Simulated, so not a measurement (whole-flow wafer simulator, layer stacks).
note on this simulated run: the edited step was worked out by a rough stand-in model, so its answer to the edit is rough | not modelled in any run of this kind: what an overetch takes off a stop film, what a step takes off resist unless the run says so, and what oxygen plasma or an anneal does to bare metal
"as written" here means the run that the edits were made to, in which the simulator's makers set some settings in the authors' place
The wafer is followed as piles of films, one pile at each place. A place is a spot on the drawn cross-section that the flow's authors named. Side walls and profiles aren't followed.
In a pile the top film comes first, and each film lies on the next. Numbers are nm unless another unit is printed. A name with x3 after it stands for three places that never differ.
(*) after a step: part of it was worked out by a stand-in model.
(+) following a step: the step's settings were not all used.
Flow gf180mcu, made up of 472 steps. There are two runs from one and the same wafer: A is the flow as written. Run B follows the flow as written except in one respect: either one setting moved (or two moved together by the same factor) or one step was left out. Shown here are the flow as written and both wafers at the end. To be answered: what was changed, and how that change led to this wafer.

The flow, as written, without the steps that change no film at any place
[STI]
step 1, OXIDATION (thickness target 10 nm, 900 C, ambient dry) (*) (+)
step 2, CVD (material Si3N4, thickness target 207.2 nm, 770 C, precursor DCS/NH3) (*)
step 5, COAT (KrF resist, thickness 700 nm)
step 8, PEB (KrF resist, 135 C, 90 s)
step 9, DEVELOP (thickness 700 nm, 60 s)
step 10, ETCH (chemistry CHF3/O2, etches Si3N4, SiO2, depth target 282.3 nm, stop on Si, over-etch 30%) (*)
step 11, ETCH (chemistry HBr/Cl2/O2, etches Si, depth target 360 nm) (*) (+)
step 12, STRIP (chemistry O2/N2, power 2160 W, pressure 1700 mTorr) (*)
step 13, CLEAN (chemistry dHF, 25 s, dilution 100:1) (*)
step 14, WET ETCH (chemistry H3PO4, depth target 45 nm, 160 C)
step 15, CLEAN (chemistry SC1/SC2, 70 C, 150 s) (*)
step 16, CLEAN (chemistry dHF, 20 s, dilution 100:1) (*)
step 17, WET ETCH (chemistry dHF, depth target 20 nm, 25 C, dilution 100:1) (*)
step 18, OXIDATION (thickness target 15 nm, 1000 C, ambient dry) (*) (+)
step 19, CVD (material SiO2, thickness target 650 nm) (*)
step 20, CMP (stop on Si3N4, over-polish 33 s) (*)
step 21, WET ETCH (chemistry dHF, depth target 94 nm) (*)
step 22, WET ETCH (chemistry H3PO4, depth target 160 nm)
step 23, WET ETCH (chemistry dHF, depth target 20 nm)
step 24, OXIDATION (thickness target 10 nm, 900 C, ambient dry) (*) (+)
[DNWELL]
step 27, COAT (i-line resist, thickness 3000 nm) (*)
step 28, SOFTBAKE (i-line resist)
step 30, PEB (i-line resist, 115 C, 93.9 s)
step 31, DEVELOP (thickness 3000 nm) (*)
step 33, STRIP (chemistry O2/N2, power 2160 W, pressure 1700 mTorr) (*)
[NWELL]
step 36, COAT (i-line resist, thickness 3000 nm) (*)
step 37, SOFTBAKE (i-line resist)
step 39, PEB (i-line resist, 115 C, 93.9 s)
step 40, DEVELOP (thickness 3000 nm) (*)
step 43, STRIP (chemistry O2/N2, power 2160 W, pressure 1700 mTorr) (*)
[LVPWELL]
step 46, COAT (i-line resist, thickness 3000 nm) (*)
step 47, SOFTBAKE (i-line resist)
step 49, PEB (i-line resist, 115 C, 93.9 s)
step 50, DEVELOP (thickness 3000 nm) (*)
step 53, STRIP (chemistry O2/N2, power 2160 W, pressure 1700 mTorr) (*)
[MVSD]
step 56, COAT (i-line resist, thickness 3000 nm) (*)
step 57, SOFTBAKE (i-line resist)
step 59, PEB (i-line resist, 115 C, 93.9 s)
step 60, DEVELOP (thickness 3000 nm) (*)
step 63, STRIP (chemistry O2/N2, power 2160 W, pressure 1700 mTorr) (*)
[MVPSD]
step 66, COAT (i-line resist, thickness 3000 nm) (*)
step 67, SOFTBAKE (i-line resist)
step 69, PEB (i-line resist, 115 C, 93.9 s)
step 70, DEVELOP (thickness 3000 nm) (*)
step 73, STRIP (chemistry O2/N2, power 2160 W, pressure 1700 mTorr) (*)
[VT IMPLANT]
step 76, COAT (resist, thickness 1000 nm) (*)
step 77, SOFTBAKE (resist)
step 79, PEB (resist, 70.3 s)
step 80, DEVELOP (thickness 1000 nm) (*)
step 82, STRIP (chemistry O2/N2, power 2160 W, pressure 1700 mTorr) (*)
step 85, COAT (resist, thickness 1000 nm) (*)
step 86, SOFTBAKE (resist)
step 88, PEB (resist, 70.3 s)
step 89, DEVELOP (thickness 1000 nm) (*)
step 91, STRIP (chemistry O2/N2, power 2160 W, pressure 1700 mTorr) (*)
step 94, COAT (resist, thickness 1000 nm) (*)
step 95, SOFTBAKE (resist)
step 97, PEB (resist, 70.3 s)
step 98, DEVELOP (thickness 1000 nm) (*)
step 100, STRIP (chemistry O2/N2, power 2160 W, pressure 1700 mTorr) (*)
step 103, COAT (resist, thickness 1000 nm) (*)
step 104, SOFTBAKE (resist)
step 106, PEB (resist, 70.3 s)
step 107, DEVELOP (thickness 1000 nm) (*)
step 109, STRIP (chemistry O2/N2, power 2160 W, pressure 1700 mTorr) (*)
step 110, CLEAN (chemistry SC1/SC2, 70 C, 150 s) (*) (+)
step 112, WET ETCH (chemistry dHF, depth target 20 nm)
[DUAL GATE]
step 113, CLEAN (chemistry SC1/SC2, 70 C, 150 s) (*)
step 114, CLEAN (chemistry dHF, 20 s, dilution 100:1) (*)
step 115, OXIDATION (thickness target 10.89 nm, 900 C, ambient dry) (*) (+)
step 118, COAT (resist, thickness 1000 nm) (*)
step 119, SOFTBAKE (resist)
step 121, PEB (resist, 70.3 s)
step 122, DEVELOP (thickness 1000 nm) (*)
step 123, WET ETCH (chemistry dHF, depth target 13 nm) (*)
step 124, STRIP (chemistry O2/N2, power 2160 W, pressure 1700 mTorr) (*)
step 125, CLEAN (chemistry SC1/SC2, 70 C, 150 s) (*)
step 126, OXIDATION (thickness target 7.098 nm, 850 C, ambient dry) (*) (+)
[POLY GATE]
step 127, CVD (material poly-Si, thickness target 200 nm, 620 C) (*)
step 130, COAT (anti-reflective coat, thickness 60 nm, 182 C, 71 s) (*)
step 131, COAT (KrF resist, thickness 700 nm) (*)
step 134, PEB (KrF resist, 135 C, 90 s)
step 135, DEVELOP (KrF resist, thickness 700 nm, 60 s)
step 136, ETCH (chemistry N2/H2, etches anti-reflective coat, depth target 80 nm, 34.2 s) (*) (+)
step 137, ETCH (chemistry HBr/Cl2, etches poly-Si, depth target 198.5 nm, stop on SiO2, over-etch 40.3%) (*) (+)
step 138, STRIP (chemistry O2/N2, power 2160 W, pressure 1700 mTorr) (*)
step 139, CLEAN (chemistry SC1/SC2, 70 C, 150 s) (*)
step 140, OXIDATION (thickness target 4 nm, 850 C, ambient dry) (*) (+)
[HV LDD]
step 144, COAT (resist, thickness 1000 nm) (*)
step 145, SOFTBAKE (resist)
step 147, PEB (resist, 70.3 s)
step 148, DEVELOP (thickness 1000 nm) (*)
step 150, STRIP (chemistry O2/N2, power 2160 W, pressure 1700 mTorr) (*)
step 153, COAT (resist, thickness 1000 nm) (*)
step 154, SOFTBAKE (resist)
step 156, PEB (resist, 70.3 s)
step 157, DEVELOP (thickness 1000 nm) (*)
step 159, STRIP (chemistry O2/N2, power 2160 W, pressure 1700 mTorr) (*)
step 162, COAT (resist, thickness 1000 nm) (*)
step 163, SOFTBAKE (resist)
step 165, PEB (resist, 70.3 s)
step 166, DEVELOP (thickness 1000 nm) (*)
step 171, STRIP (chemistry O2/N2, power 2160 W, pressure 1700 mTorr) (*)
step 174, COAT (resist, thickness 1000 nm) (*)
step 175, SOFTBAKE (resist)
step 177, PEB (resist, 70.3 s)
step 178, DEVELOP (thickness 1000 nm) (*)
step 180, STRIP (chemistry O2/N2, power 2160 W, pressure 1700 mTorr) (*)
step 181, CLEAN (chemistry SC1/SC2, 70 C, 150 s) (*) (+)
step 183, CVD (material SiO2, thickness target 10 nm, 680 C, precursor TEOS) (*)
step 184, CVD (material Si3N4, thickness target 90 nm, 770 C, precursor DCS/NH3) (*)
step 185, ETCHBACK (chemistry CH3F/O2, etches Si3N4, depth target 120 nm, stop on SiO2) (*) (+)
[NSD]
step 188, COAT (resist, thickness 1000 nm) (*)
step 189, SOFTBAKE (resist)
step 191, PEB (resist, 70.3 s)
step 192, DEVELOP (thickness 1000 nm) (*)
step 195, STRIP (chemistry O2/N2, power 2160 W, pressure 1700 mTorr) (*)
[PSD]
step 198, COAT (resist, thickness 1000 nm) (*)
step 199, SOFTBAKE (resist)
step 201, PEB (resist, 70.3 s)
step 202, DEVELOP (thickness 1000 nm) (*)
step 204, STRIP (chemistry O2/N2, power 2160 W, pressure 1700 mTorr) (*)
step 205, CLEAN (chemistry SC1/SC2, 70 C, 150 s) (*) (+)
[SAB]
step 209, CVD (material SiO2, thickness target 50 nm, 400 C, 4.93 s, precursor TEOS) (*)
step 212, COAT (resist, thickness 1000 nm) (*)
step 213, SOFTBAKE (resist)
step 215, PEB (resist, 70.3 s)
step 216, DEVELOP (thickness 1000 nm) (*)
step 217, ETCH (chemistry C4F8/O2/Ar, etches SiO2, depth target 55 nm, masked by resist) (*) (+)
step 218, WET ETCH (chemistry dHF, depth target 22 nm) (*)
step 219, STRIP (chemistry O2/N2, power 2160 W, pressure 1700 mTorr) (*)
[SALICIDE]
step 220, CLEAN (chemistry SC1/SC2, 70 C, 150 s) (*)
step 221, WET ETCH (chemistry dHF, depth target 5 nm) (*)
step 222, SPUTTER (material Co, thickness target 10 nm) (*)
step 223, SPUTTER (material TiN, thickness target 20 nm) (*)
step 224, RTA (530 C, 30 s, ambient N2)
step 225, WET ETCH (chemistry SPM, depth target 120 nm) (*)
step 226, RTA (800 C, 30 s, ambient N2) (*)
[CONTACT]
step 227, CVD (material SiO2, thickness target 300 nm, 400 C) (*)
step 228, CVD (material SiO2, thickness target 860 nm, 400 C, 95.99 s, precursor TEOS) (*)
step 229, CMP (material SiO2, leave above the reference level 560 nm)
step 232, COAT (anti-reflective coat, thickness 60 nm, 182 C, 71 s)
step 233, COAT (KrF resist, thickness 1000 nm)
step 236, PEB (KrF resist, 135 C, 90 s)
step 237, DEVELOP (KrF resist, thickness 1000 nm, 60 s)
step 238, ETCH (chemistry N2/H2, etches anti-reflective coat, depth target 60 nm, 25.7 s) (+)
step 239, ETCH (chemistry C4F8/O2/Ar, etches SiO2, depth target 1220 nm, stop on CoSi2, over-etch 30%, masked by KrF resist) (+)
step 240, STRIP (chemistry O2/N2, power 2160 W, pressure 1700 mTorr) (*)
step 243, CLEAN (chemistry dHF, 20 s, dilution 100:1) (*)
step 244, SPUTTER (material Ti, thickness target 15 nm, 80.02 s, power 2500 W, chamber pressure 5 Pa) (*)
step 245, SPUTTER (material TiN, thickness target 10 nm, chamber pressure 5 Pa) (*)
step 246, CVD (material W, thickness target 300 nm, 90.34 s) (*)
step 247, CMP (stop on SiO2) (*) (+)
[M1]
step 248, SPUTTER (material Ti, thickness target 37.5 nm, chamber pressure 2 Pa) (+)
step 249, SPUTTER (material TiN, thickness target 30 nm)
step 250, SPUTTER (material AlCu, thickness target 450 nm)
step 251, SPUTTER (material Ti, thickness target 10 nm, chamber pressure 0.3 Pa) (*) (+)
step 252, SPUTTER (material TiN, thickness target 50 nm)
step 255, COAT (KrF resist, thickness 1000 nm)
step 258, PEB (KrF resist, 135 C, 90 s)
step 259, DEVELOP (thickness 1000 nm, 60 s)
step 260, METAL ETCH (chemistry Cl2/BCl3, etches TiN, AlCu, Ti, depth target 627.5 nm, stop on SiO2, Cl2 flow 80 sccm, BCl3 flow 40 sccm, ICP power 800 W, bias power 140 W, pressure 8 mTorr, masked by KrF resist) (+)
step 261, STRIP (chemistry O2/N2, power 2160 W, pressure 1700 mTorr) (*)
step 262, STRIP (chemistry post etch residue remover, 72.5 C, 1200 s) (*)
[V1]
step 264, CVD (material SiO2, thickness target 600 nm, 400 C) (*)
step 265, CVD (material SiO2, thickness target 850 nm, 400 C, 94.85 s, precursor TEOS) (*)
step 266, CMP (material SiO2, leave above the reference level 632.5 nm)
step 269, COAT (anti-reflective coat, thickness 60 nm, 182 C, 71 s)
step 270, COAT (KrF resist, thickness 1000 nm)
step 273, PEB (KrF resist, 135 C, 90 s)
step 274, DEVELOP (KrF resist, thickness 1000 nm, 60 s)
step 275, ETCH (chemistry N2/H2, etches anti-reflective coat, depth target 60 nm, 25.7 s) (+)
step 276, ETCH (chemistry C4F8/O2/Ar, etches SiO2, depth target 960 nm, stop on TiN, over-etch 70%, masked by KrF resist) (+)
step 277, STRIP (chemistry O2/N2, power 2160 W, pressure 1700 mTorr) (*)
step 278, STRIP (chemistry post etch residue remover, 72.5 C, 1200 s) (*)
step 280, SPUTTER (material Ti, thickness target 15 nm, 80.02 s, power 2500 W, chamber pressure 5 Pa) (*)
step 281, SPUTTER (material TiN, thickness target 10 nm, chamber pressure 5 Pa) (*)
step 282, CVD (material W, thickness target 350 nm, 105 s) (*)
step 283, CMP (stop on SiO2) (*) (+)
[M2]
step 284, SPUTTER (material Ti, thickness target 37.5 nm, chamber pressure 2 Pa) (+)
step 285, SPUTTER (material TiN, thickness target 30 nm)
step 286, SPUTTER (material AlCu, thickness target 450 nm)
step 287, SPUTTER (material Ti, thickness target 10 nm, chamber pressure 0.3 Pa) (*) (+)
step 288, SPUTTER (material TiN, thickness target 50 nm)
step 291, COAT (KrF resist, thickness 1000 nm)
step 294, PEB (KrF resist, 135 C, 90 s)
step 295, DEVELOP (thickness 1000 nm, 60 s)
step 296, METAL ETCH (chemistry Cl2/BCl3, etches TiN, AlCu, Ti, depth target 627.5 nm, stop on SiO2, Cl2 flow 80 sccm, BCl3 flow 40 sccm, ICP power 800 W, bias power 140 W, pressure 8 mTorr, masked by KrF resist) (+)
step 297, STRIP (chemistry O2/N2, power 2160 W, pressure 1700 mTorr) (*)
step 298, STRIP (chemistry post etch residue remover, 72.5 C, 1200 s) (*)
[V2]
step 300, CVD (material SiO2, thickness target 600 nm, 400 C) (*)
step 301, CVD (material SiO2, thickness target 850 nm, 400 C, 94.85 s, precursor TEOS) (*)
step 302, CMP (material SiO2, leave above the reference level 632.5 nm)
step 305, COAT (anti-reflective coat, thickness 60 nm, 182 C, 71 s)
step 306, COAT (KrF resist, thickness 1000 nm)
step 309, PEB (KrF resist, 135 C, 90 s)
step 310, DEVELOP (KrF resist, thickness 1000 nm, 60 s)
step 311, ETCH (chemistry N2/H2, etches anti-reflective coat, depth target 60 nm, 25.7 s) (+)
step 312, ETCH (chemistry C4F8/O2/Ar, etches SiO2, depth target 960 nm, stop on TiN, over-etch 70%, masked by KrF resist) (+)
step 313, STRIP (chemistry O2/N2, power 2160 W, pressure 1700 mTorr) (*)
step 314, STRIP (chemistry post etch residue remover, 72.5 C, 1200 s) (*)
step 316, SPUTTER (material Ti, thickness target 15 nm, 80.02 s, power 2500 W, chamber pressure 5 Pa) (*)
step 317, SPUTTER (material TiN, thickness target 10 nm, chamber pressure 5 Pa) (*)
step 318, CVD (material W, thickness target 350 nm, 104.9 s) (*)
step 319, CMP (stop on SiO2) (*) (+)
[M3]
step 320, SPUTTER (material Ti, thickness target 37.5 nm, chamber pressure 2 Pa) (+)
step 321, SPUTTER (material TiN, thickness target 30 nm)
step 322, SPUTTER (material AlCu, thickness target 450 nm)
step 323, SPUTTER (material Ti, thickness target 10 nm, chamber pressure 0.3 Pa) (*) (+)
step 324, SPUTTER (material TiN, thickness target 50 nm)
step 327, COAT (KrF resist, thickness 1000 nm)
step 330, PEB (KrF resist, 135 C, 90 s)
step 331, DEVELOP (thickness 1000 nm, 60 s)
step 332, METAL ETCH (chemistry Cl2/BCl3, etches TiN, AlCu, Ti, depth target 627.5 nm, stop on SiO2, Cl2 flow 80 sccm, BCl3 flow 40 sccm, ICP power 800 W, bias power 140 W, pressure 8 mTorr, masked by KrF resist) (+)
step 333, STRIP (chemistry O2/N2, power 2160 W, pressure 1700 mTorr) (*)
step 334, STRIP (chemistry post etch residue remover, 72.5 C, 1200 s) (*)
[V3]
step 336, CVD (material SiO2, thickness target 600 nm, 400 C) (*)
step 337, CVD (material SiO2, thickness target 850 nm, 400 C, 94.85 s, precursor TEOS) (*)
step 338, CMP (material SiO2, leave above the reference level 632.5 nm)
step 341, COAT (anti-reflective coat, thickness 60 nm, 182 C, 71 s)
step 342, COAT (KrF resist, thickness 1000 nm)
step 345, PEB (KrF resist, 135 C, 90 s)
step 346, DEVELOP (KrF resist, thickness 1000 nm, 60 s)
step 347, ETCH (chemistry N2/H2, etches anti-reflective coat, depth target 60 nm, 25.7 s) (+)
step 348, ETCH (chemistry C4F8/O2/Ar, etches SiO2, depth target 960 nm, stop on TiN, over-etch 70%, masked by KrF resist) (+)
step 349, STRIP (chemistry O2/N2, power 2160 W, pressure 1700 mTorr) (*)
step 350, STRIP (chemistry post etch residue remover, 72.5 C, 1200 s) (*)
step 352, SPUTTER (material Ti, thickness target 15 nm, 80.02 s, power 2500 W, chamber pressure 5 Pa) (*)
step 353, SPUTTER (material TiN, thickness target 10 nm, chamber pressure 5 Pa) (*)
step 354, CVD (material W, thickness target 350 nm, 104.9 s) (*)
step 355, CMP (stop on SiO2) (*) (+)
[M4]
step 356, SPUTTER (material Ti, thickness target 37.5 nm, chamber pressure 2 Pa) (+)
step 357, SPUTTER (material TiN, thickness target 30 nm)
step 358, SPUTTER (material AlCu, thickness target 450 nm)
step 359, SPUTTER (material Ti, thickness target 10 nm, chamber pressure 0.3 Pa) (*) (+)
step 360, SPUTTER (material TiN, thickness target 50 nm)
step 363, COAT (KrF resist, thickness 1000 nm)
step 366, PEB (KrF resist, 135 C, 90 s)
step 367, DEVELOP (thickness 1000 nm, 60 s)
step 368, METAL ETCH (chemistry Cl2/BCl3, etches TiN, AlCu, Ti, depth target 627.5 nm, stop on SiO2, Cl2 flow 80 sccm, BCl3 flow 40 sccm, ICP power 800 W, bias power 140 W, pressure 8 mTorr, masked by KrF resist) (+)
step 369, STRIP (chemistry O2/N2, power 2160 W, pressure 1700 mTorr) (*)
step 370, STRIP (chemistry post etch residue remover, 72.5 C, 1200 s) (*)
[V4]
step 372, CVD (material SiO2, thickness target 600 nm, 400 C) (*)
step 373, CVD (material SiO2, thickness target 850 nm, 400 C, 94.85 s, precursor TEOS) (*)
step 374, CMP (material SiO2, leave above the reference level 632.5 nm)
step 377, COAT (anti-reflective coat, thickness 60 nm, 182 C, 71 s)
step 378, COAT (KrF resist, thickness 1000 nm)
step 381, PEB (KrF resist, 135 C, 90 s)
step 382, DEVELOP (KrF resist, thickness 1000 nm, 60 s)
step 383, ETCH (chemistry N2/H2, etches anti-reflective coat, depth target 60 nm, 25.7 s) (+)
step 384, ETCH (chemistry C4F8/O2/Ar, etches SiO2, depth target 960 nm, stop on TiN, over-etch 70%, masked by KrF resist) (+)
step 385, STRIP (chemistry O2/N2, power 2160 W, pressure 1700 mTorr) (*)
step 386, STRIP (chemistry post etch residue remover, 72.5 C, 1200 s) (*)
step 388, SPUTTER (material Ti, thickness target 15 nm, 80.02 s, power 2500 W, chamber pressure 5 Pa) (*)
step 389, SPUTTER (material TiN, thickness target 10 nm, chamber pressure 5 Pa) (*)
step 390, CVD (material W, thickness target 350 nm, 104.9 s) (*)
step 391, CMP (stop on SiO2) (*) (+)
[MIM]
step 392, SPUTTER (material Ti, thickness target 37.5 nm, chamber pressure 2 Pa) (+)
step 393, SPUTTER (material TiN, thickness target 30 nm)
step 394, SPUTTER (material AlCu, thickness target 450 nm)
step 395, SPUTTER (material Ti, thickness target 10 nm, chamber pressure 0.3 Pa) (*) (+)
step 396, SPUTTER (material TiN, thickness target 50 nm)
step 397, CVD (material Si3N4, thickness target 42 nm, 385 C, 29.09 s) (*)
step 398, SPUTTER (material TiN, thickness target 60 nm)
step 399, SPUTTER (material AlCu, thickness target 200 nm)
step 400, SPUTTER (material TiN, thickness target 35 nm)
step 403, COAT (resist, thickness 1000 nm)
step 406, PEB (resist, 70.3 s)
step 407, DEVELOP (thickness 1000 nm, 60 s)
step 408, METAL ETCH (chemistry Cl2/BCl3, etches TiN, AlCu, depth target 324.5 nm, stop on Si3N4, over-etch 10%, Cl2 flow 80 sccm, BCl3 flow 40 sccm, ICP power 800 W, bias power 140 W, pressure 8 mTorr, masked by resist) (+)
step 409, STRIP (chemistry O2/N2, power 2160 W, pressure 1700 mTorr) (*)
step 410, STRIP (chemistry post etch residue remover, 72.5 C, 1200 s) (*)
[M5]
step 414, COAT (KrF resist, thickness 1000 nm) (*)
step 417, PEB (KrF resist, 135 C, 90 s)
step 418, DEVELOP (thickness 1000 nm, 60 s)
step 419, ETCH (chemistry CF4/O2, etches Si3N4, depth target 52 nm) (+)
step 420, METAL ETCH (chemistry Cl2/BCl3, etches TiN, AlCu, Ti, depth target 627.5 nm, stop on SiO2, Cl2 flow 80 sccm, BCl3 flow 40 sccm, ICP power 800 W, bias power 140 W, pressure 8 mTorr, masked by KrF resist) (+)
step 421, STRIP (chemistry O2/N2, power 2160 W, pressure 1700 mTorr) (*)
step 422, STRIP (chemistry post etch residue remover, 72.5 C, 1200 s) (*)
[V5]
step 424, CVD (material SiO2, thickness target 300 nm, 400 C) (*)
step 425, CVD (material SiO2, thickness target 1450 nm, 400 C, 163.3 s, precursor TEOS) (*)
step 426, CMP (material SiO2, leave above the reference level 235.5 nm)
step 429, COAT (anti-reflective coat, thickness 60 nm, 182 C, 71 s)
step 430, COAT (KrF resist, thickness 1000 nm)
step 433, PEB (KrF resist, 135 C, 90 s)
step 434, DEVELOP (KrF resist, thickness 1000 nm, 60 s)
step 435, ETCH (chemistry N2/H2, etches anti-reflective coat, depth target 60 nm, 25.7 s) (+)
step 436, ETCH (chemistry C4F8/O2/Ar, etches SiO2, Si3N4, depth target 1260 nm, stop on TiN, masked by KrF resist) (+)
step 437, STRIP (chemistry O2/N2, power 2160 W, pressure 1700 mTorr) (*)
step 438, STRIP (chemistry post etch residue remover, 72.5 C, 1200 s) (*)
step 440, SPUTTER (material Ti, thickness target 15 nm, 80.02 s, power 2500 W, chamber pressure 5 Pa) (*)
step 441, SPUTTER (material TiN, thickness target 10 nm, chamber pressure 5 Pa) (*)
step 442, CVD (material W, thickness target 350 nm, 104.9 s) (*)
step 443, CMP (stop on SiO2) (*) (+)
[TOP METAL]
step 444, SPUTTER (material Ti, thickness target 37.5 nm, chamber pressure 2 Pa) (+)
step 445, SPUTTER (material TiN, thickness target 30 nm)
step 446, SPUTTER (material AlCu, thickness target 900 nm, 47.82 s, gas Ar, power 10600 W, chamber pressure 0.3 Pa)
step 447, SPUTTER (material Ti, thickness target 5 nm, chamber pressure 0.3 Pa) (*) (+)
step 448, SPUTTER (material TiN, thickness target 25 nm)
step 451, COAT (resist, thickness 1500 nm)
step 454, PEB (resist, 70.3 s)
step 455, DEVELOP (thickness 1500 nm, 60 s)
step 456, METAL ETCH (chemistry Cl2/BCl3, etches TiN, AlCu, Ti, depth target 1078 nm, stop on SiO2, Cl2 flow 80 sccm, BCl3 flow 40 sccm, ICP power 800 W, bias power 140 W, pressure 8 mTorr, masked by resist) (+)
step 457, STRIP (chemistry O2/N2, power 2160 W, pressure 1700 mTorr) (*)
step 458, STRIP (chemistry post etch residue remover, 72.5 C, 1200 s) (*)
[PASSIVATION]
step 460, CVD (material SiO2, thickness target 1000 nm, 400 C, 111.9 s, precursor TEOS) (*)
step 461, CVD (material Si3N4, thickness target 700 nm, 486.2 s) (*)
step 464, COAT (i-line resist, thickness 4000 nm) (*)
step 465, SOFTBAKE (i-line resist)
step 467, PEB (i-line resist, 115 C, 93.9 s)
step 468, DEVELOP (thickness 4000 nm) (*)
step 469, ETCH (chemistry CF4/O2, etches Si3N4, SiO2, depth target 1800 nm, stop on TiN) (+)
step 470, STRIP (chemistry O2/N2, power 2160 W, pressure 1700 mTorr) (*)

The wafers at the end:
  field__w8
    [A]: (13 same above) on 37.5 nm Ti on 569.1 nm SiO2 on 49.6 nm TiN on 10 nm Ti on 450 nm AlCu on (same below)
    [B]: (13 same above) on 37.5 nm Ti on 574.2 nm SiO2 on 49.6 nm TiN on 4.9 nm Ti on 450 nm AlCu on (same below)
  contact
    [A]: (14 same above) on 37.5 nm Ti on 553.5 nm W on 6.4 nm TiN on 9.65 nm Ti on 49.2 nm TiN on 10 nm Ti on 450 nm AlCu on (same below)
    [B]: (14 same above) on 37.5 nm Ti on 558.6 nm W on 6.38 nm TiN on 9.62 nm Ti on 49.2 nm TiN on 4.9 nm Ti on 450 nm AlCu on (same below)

Cause: step 359, SPUTTER: thickness target 4.9 nm was run, while the flow as written has thickness target 10 nm.
The wafer itself shows it: field__w8 has Ti 4.9, and step 359 as written asks for 10 nm.

How this came from the change, step by step:
  step 359, SPUTTER (material Ti, thickness target 10 nm, chamber pressure 0.3 Pa) (*) (+)
      field, field__w1, field__w2 and 108 more: A Ti gains 10 (new film) | B Ti gains 4.9 (new film)
  step 368, METAL ETCH (chemistry Cl2/BCl3, etches TiN, AlCu, Ti, depth target 627.5 nm, stop on SiO2, Cl2 flow 80 sccm, BCl3 flow 40 sccm, ICP power 800 W, bias power 140 W, pressure 8 mTorr, masked by KrF resist) (+)
      field, field__w1, field__w2 and 103 more: A TiN loses 50 (all of it), Ti loses 10 (all of it), AlCu loses 450 (all of it), TiN loses 30 (all of it), Ti loses 37.5 (all of it) | B TiN loses 50 (all of it), Ti loses 4.9 (all of it), AlCu loses 450 (all of it), TiN loses 30 (all of it), Ti loses 37.5 (all of it)
